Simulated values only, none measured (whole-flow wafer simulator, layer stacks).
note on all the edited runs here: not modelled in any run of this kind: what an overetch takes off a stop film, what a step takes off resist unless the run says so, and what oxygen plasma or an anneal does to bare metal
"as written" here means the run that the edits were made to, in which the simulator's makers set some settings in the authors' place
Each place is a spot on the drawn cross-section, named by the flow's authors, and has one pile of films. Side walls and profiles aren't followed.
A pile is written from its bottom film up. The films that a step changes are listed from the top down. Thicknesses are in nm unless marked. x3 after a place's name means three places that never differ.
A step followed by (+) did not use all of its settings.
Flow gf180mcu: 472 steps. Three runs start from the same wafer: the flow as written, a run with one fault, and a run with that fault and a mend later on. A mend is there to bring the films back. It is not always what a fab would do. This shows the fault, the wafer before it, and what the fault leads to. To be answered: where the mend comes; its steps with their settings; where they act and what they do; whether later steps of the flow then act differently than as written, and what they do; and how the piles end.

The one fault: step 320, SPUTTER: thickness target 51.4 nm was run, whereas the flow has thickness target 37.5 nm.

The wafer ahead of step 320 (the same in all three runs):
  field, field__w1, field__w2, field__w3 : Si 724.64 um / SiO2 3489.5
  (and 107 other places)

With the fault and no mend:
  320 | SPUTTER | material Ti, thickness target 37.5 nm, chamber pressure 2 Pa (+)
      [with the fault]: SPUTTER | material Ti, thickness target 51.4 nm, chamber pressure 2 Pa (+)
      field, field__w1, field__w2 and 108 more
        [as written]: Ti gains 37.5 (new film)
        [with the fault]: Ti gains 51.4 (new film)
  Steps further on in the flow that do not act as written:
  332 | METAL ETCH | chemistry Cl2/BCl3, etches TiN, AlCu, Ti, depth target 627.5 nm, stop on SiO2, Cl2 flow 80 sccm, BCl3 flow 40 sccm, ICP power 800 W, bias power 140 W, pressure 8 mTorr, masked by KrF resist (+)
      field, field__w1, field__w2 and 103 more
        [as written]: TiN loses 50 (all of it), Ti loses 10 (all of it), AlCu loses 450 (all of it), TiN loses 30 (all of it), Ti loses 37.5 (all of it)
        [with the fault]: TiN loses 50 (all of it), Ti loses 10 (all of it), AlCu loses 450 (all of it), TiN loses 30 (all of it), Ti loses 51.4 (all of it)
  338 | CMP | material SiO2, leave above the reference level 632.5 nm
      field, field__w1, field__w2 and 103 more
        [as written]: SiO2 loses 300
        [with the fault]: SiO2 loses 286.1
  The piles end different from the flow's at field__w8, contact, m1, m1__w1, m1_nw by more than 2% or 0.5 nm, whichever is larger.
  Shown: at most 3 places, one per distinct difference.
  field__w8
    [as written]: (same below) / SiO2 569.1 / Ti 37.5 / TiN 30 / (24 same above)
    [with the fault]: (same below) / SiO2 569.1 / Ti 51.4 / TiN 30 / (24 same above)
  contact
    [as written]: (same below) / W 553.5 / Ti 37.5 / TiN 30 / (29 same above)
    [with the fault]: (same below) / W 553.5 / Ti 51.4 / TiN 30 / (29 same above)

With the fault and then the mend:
  After step 320 comes the mend.
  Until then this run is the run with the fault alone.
  320a | METAL ETCH | chemistry Cl2/BCl3, etches TiN, AlCu, Ti, depth target 13.9 nm, Cl2 flow 80 sccm, BCl3 flow 40 sccm, ICP power 800 W, bias power 140 W, pressure 8 mTorr (the flow's step 260, run once more with other settings)
      field, field__w1, field__w2 and 108 more
        Ti loses 13.9
  Later steps of the flow that are run all act as written at every place that is followed.
  At every place that both follow, the piles at the end match the flow's.
